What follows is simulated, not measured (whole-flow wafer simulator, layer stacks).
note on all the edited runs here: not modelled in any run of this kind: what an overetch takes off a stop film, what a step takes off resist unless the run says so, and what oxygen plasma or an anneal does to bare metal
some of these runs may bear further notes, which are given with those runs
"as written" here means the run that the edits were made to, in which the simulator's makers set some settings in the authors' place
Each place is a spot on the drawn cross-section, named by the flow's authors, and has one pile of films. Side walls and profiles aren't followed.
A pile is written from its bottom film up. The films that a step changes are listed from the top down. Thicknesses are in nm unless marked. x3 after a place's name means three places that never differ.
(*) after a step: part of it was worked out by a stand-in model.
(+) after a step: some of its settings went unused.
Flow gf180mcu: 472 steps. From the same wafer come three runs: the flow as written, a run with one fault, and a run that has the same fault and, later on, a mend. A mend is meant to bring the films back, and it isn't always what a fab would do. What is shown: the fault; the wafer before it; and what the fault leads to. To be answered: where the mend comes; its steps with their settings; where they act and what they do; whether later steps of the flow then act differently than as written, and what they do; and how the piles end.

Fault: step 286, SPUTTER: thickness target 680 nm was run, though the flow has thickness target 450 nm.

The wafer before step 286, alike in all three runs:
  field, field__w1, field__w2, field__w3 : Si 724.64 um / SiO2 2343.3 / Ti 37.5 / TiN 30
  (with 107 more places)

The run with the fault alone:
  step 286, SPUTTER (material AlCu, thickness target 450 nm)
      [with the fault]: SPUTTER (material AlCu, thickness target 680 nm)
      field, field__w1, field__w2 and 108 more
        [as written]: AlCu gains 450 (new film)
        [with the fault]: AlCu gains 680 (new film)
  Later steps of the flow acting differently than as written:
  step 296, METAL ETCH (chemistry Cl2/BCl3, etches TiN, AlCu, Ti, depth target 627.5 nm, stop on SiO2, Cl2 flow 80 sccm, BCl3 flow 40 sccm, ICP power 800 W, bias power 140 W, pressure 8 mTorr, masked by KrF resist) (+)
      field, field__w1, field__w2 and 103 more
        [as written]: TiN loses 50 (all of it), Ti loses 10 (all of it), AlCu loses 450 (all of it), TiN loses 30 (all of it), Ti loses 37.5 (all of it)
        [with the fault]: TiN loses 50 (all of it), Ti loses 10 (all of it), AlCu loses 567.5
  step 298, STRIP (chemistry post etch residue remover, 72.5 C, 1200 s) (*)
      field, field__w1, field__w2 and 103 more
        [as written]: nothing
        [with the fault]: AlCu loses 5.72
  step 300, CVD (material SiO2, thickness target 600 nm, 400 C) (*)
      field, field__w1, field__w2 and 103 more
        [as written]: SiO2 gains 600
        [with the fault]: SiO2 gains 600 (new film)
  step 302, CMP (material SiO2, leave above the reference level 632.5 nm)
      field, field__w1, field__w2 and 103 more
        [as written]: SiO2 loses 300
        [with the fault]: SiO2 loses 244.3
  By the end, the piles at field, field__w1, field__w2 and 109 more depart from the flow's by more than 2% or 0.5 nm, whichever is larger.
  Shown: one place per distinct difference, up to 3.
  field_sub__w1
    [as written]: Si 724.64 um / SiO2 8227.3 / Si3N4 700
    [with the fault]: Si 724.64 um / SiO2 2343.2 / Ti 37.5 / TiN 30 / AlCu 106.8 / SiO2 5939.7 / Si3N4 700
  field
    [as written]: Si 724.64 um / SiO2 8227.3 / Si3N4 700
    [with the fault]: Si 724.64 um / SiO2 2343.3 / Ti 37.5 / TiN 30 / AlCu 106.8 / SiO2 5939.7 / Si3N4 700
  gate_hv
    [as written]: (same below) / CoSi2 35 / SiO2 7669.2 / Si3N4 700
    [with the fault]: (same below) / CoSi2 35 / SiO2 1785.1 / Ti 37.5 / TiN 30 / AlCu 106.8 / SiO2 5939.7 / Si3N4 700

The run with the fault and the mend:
  After step 286 comes the mend.
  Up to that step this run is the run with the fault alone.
  step 286a, METAL ETCH (chemistry Cl2/BCl3, etches TiN, AlCu, Ti, depth target 230 nm, Cl2 flow 80 sccm, BCl3 flow 40 sccm, ICP power 800 W, bias power 140 W, pressure 8 mTorr) (the flow's step 260 again, with other settings)
      field, field__w1, field__w2 and 108 more
        AlCu loses 230
  None of the later steps of the flow acts differently than as written at any place that is followed.
  At every place that both follow, the piles at the end match the flow's.
